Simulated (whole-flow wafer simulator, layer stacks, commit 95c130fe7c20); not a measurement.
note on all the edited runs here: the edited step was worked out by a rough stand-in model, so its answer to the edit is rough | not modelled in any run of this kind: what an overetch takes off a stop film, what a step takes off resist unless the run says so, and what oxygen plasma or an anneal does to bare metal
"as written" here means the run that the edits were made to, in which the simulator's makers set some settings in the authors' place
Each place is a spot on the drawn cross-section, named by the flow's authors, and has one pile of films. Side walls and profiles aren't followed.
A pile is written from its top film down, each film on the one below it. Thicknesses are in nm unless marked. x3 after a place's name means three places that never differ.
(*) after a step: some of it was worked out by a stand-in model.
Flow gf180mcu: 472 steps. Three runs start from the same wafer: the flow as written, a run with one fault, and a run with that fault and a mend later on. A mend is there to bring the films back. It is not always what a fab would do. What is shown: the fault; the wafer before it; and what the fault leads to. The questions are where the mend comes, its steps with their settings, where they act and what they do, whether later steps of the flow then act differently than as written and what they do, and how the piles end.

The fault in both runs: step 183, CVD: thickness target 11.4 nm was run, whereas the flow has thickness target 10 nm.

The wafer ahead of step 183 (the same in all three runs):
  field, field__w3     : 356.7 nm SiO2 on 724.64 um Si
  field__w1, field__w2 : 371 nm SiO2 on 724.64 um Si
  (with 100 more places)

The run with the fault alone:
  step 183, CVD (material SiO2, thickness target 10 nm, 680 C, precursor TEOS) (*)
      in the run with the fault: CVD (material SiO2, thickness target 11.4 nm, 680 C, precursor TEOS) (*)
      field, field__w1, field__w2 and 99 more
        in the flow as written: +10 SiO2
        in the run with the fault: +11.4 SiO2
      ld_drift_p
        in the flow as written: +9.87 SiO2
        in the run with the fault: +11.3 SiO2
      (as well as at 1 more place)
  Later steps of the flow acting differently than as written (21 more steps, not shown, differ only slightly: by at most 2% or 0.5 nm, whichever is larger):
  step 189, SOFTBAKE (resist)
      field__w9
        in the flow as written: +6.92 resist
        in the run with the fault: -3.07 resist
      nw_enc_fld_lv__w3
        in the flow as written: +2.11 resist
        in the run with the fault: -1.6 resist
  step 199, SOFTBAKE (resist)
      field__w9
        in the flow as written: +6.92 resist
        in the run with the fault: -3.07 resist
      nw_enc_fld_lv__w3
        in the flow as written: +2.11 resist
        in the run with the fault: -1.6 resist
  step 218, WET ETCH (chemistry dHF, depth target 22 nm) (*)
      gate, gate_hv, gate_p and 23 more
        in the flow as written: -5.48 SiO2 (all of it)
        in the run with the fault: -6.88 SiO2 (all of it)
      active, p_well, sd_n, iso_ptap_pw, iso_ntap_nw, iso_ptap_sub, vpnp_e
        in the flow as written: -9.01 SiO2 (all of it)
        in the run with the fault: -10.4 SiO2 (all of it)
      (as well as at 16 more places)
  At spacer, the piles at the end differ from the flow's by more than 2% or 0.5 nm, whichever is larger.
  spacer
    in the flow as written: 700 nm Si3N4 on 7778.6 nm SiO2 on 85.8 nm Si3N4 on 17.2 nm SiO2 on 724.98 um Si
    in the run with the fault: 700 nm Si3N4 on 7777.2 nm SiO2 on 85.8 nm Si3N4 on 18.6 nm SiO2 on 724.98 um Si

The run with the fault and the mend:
  The mend stands after step 183.
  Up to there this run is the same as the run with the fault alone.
  step 183a, WET ETCH (chemistry dHF, depth target 1.4 nm, 25 C, dilution 100:1) (the flow's step 17, run once more with other settings)
      field, field__w1, field__w2 and 101 more
        -1.4 SiO2
  None of the later steps of the flow differs from how it acts as written, at any place that is followed, by more than 2% or 0.5 nm, whichever is larger.
  The piles end the same as the flow's at every place that both follow.
